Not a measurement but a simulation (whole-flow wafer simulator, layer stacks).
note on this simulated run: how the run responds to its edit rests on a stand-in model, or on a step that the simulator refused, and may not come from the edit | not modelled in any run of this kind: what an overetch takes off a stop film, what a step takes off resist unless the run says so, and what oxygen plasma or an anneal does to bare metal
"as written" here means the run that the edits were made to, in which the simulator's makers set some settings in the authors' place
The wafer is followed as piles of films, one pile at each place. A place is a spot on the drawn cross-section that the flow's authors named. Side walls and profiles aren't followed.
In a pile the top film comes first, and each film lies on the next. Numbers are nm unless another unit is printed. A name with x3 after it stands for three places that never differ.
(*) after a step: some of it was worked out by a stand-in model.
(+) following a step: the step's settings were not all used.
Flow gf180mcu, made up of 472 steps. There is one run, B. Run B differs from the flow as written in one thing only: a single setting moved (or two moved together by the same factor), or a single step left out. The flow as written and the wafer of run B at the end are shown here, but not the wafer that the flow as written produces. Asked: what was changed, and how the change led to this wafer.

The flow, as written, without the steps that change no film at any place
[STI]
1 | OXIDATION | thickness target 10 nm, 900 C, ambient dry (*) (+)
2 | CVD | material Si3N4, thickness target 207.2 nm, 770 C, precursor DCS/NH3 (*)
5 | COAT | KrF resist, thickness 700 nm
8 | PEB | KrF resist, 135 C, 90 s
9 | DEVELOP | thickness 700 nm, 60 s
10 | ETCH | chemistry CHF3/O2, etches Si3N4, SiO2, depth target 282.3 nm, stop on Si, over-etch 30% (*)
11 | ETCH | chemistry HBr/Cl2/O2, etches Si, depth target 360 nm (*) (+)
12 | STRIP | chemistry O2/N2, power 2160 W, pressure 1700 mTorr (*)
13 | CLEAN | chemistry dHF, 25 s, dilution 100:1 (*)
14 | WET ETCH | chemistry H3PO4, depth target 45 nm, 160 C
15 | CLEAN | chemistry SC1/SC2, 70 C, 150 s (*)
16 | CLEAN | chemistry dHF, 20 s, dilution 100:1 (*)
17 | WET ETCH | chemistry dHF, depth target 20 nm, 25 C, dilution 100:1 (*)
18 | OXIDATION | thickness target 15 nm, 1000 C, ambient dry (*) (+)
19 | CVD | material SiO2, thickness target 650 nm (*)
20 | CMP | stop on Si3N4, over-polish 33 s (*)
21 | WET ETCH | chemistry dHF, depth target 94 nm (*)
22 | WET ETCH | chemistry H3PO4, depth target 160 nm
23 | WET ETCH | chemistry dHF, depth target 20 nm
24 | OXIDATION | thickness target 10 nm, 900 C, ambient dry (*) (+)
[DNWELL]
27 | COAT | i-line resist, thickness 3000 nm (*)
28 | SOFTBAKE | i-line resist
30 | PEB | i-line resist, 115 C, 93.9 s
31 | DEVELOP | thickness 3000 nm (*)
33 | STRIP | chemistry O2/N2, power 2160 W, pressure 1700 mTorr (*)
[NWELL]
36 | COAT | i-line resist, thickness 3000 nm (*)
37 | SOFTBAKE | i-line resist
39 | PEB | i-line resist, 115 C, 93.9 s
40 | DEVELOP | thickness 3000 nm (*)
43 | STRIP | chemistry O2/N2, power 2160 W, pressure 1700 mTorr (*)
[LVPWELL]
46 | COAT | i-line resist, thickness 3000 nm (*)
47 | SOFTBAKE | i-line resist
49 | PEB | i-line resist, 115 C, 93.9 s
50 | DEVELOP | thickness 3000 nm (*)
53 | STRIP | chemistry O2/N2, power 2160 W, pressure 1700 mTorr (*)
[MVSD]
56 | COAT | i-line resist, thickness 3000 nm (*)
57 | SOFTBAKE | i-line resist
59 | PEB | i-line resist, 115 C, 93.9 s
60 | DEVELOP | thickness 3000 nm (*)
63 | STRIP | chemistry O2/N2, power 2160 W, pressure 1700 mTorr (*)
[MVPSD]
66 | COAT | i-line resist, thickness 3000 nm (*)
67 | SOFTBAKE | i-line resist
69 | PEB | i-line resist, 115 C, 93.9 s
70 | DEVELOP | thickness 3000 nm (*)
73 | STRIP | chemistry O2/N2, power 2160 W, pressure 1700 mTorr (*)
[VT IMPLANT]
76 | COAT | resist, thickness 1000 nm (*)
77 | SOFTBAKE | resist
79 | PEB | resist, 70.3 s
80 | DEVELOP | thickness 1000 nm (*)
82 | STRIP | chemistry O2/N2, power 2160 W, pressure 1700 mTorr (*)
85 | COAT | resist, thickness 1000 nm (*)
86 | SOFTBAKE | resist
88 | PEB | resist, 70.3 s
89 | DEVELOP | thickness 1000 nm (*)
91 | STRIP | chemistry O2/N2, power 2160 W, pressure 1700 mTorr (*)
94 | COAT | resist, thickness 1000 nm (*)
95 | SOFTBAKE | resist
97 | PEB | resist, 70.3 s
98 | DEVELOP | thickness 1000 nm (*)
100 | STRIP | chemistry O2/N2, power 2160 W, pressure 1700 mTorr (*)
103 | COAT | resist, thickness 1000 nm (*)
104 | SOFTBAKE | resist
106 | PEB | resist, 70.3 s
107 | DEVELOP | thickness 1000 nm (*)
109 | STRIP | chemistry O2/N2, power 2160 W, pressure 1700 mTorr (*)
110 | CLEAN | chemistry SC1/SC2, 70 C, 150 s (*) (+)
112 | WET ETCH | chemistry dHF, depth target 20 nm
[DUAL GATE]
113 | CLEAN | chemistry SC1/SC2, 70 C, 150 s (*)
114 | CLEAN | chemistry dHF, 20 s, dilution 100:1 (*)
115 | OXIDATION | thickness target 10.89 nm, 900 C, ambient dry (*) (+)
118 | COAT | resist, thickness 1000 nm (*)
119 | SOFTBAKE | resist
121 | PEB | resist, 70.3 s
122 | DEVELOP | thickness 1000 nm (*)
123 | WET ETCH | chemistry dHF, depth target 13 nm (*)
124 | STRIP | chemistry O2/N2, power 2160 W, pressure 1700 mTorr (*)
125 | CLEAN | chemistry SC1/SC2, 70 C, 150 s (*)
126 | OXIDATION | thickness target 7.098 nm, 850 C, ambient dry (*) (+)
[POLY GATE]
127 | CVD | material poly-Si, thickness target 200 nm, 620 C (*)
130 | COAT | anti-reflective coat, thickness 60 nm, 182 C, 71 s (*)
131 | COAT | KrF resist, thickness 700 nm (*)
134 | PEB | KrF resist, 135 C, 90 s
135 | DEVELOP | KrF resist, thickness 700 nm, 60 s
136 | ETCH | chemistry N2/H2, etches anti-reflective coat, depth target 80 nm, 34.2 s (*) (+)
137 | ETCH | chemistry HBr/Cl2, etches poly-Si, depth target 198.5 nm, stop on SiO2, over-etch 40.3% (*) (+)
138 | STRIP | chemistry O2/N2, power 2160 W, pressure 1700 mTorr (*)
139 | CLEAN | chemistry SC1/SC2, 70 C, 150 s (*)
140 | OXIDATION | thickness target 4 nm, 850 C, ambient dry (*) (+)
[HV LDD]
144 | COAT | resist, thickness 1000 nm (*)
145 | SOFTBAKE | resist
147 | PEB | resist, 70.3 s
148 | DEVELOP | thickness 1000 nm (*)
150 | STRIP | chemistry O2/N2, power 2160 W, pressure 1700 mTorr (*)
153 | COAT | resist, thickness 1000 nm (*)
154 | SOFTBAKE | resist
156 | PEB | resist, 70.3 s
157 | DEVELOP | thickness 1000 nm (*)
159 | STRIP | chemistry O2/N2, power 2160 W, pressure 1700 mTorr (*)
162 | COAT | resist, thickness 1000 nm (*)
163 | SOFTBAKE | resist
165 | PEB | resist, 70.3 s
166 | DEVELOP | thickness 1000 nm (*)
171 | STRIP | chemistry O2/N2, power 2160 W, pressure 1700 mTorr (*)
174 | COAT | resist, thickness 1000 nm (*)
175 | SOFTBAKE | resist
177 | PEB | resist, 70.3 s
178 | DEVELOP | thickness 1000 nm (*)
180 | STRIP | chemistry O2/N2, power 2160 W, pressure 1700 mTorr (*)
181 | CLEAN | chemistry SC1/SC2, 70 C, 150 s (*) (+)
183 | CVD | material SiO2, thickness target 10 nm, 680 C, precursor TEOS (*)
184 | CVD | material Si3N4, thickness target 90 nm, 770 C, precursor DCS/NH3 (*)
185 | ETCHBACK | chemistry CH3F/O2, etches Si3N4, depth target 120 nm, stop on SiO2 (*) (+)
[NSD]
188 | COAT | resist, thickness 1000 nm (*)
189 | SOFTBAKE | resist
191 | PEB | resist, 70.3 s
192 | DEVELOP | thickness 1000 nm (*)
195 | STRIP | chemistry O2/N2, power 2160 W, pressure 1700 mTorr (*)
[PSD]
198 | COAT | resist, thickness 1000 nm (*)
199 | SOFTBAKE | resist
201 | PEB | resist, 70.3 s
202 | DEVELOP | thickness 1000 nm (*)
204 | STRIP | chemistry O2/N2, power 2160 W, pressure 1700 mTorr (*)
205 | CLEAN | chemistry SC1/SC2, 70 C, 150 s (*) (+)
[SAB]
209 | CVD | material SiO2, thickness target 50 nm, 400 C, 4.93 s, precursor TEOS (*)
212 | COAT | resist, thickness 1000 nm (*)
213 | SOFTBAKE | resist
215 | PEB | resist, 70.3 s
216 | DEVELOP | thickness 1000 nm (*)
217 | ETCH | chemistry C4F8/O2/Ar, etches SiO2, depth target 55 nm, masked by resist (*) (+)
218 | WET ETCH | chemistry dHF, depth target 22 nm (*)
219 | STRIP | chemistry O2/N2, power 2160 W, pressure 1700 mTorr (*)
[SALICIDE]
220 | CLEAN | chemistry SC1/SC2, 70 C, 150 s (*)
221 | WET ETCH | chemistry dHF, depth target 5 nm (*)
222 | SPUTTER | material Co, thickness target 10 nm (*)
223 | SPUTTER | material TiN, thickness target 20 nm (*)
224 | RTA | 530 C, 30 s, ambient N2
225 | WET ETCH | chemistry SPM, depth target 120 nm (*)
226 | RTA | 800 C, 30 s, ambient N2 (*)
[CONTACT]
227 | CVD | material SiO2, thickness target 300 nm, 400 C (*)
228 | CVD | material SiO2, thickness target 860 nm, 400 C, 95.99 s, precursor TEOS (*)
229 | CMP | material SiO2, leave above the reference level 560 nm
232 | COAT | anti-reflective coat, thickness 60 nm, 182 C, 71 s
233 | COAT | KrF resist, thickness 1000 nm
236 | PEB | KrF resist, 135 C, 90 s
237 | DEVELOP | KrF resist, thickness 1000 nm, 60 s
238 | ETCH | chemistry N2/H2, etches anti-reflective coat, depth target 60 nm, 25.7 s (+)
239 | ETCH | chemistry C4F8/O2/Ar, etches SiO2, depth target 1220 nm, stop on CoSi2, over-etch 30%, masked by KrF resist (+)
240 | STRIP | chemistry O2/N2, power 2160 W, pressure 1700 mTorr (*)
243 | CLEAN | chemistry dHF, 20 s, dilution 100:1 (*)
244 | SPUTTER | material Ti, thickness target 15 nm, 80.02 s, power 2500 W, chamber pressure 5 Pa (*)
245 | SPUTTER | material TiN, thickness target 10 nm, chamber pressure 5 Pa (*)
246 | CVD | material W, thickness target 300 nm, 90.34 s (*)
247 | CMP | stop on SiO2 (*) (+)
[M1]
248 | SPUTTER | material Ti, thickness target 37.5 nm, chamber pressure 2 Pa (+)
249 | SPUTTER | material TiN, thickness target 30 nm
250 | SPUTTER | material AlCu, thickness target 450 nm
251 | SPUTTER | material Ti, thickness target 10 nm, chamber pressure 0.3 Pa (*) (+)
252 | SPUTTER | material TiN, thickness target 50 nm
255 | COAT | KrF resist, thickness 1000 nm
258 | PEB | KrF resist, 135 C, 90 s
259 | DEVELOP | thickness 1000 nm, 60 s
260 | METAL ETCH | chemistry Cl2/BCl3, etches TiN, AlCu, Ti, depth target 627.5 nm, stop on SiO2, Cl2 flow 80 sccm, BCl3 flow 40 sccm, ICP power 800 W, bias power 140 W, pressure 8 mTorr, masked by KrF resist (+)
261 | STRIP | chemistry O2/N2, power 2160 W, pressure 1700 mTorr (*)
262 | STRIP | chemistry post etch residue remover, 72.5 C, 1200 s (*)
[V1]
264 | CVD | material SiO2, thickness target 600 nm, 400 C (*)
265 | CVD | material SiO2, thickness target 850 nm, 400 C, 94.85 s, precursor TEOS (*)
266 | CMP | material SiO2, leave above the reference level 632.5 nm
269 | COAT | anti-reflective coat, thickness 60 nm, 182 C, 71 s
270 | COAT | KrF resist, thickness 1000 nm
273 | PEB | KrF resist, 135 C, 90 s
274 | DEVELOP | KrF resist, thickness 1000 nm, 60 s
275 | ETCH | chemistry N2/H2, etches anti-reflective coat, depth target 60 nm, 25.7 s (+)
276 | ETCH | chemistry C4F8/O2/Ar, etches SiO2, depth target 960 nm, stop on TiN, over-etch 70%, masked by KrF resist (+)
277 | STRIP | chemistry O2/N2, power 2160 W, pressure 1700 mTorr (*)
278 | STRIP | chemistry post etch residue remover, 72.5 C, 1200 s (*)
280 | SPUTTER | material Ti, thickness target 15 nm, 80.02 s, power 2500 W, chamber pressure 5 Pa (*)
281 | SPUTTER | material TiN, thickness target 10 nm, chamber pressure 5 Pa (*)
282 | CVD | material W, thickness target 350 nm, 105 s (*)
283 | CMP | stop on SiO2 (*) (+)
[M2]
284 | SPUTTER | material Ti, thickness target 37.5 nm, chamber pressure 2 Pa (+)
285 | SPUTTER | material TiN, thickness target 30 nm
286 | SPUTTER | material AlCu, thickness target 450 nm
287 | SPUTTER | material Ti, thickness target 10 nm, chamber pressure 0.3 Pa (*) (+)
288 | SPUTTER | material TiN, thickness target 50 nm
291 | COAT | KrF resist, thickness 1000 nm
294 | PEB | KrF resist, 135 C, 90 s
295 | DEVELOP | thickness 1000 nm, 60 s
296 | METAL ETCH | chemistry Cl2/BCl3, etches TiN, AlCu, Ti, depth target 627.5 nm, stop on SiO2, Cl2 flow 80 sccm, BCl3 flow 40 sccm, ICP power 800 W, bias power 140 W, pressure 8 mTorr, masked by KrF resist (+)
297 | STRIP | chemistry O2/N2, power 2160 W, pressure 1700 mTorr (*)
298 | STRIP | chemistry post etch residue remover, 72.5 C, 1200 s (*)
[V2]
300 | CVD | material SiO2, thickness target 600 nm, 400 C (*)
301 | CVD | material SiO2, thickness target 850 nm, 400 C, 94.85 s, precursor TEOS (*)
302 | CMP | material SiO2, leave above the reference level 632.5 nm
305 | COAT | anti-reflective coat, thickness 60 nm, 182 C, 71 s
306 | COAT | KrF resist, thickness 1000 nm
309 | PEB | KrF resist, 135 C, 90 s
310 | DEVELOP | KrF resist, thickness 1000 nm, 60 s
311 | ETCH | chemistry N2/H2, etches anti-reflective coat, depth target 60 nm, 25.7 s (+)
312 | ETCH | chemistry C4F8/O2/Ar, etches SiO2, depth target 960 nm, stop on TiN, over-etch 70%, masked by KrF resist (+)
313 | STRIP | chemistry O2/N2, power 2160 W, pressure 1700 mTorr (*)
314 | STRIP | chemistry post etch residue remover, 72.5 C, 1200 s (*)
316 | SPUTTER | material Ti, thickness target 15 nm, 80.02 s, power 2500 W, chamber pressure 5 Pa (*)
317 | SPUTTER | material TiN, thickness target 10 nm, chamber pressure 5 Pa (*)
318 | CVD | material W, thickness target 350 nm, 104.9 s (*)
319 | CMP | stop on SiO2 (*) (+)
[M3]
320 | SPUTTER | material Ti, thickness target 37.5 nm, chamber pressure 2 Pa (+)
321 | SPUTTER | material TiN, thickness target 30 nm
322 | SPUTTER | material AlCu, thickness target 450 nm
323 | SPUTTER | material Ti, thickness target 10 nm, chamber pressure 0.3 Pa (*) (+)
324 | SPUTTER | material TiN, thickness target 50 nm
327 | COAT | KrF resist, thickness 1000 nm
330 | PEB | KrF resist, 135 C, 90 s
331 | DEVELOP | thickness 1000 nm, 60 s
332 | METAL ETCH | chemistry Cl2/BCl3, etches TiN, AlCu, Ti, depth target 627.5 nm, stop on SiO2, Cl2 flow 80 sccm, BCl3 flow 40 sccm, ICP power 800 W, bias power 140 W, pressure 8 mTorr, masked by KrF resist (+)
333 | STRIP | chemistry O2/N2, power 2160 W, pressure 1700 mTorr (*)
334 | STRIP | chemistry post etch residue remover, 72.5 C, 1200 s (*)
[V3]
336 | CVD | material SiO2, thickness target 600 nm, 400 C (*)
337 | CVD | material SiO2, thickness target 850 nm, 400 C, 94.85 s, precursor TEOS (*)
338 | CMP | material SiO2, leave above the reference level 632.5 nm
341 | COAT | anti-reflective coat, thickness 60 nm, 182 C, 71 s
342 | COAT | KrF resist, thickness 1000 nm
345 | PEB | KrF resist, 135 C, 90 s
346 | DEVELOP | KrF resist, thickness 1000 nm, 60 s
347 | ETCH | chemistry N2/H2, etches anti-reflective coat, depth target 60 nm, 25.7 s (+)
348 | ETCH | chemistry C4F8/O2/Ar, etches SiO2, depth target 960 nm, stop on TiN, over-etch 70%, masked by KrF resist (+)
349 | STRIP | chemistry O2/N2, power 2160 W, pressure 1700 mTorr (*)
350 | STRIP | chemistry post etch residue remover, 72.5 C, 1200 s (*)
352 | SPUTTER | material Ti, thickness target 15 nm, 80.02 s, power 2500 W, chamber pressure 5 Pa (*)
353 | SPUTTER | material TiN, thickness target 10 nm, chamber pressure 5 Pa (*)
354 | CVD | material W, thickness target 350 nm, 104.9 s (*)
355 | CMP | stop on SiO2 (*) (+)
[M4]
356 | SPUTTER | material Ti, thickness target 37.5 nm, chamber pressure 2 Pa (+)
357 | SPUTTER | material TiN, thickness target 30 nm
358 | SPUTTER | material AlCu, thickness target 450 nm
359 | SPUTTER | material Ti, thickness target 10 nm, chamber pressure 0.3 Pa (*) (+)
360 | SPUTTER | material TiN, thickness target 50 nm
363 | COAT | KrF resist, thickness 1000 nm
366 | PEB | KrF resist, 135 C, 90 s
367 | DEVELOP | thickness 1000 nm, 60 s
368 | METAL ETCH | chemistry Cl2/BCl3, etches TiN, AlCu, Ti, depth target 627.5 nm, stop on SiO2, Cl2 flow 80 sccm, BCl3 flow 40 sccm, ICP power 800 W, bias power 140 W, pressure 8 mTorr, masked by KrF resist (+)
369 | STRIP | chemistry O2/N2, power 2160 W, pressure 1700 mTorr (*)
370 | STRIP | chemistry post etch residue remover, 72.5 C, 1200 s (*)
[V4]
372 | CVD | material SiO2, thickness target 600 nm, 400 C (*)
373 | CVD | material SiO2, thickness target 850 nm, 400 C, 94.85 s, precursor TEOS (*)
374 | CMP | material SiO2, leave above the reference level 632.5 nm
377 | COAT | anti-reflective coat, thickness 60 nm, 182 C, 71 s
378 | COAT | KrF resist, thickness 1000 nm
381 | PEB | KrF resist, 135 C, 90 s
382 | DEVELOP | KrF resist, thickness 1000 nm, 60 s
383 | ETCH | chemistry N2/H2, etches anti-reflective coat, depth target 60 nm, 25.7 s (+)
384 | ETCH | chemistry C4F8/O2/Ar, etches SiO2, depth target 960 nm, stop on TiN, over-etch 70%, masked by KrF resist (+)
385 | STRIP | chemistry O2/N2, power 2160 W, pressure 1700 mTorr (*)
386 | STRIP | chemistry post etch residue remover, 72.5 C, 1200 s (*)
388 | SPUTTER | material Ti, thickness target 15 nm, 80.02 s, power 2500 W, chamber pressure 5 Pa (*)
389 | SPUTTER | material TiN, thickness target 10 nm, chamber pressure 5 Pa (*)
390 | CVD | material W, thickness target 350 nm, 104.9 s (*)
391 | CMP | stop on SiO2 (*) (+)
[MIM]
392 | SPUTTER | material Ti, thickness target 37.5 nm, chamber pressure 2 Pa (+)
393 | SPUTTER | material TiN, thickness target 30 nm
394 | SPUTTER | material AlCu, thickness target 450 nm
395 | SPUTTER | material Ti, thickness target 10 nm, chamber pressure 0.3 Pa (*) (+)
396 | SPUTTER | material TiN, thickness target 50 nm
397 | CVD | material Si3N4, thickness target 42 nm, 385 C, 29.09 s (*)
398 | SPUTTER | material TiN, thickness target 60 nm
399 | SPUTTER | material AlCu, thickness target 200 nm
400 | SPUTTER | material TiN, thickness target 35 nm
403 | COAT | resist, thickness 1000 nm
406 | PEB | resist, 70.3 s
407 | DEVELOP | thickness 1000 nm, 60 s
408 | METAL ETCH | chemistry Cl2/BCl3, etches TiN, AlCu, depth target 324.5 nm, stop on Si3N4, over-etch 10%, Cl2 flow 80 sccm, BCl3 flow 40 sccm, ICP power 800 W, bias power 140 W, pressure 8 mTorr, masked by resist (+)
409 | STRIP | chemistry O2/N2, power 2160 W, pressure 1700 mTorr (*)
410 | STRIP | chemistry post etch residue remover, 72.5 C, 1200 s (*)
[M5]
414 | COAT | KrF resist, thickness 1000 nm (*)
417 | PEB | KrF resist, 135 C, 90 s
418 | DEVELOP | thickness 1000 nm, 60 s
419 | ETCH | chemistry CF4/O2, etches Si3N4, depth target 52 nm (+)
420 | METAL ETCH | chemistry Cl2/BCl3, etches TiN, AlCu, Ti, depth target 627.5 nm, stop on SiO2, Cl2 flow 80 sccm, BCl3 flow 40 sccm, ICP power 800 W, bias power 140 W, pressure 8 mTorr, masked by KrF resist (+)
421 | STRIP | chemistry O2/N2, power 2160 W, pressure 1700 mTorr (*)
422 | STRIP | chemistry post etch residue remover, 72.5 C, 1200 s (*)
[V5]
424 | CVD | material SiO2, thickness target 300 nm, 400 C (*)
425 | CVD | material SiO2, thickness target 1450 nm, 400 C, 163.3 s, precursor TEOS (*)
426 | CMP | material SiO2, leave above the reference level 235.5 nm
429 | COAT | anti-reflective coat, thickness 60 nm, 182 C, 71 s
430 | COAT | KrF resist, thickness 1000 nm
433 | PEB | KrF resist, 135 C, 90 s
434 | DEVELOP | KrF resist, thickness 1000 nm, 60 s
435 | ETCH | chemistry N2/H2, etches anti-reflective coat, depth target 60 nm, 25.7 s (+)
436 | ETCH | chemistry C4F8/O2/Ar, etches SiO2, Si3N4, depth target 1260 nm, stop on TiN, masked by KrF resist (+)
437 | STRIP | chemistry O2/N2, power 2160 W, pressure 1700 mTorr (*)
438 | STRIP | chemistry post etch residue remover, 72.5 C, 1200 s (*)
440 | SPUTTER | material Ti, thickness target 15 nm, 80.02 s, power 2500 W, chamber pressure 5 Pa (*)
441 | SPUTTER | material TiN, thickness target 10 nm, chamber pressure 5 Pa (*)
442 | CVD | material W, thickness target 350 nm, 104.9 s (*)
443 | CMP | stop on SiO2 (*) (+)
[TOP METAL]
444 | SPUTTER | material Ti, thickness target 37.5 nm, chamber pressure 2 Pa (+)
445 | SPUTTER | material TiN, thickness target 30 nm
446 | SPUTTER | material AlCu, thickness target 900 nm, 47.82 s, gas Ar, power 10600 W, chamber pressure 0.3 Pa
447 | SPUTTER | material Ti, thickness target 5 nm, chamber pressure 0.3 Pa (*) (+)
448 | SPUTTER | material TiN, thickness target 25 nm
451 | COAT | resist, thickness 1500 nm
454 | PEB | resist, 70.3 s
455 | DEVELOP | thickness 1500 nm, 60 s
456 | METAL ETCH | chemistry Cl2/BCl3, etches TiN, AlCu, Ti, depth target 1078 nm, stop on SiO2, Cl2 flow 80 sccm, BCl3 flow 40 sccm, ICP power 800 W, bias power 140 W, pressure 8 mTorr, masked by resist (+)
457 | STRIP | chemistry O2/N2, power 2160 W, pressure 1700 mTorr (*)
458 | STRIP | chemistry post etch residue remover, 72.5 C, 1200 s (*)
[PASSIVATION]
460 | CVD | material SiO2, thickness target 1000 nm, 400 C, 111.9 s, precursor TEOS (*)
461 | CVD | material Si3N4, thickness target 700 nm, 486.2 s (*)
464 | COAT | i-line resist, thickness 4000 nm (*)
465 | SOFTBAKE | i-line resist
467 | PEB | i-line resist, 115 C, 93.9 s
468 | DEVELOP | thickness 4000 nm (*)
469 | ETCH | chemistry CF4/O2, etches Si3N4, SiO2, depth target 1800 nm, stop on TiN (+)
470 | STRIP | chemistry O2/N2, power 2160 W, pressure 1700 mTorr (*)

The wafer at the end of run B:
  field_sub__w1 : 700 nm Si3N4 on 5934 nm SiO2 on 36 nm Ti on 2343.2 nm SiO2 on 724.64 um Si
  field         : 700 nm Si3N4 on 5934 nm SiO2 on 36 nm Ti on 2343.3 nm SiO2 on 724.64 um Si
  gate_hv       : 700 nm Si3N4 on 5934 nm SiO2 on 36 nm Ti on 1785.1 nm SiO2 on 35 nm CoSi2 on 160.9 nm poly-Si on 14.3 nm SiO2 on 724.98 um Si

What caused this: step 286, SPUTTER: thickness target 536 nm was run, though the flow has thickness target 450 nm.

Step by step, how the change led to this:
  286 | SPUTTER | material AlCu, thickness target 450 nm
      field, field__w1, field__w2 and 108 more: +536 AlCu (new film) (in the flow as written it would be: +450 AlCu (new film))
  296 | METAL ETCH | chemistry Cl2/BCl3, etches TiN, AlCu, Ti, depth target 627.5 nm, stop on SiO2, Cl2 flow 80 sccm, BCl3 flow 40 sccm, ICP power 800 W, bias power 140 W, pressure 8 mTorr, masked by KrF resist (+)
      field, field__w1, field__w2 and 103 more: -50 TiN (all of it), -10 Ti (all of it), -536 AlCu (all of it), -30 TiN (all of it), -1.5 Ti (in the flow as written it would be: -50 TiN (all of it), -10 Ti (all of it), -450 AlCu (all of it), -30 TiN (all of it), -37.5 Ti (all of it))
  300 | CVD | material SiO2, thickness target 600 nm, 400 C (*)
      field, field__w1, field__w2 and 103 more: +600 SiO2 (new film) (in the flow as written it would be: +600 SiO2)
  302 | CMP | material SiO2, leave above the reference level 632.5 nm
      field, field__w1, field__w2 and 103 more: -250 SiO2 (in the flow as written it would be: -300 SiO2)
Taking metal films that touch as one body, field_sub__w1 has 1 body; the flow as written gives 0 bodies.
Taking metal films that touch as one body, field has 1 body; the flow as written gives 0 bodies.
Taking metal films that touch as one body, gate_hv has 2 bodies (between them, from the top down: SiO2 1785.1); the flow as written gives 1 body.
